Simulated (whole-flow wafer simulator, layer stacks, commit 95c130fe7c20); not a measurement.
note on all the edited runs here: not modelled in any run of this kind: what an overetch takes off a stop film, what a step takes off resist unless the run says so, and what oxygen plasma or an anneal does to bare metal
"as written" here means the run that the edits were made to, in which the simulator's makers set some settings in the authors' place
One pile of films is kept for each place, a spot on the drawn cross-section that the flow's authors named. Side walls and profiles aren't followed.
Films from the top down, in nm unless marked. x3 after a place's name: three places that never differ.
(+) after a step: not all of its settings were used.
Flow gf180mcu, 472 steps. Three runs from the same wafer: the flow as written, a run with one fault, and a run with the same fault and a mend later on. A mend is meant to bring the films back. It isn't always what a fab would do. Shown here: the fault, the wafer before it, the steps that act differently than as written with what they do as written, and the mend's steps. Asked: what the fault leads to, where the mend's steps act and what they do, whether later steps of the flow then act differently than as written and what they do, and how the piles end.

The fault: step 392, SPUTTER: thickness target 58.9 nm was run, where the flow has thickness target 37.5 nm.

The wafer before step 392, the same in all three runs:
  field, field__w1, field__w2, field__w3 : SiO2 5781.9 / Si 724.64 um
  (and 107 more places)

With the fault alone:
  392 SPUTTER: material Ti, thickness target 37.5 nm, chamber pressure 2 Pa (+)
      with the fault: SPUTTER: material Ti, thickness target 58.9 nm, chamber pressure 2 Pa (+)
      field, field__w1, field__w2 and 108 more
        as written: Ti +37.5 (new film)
        with the fault: Ti +58.9 (new film)
  Later steps of the flow that act differently than as written (1 more step differs only slightly, by at most 2% or 0.5 nm, whichever is larger, and isn't shown):
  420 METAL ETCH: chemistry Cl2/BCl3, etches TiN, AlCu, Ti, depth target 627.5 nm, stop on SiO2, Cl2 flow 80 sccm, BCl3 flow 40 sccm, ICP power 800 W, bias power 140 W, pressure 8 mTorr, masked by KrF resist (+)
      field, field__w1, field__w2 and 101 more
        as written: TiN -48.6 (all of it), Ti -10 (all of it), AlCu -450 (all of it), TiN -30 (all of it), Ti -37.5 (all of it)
        with the fault: TiN -48.6 (all of it), Ti -10 (all of it), AlCu -450 (all of it), TiN -30 (all of it), Ti -58.9 (all of it)
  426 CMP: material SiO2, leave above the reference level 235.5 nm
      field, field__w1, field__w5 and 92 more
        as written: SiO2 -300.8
        with the fault: SiO2 -279.4
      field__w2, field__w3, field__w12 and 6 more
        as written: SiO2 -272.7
        with the fault: SiO2 -250.3
  At the end the piles differ from the flow's by more than 2% or 0.5 nm, whichever is larger, at field__w4, field__w8, contact, m1, m1__w1, mim, mim_1p0, m1_nw.
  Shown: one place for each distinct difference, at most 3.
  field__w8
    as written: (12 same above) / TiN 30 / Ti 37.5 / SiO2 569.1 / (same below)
    with the fault: (12 same above) / TiN 30 / Ti 58.9 / SiO2 569.1 / (same below)
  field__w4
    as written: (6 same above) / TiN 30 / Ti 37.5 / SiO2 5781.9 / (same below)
    with the fault: (6 same above) / TiN 30 / Ti 58.9 / SiO2 5781.9 / (same below)
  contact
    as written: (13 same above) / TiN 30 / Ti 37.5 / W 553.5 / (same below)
    with the fault: (13 same above) / TiN 30 / Ti 58.9 / W 553.5 / (same below)

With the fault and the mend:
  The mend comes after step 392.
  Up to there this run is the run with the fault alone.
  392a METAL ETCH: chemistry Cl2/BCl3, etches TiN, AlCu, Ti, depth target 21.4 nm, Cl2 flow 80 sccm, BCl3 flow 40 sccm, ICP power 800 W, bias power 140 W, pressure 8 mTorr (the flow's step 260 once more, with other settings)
      field, field__w1, field__w2 and 108 more
        Ti -21.4
  No later step of the flow acts differently than as written at any place that is followed.
  At the end the piles are the same as the flow's at every place that both follow.
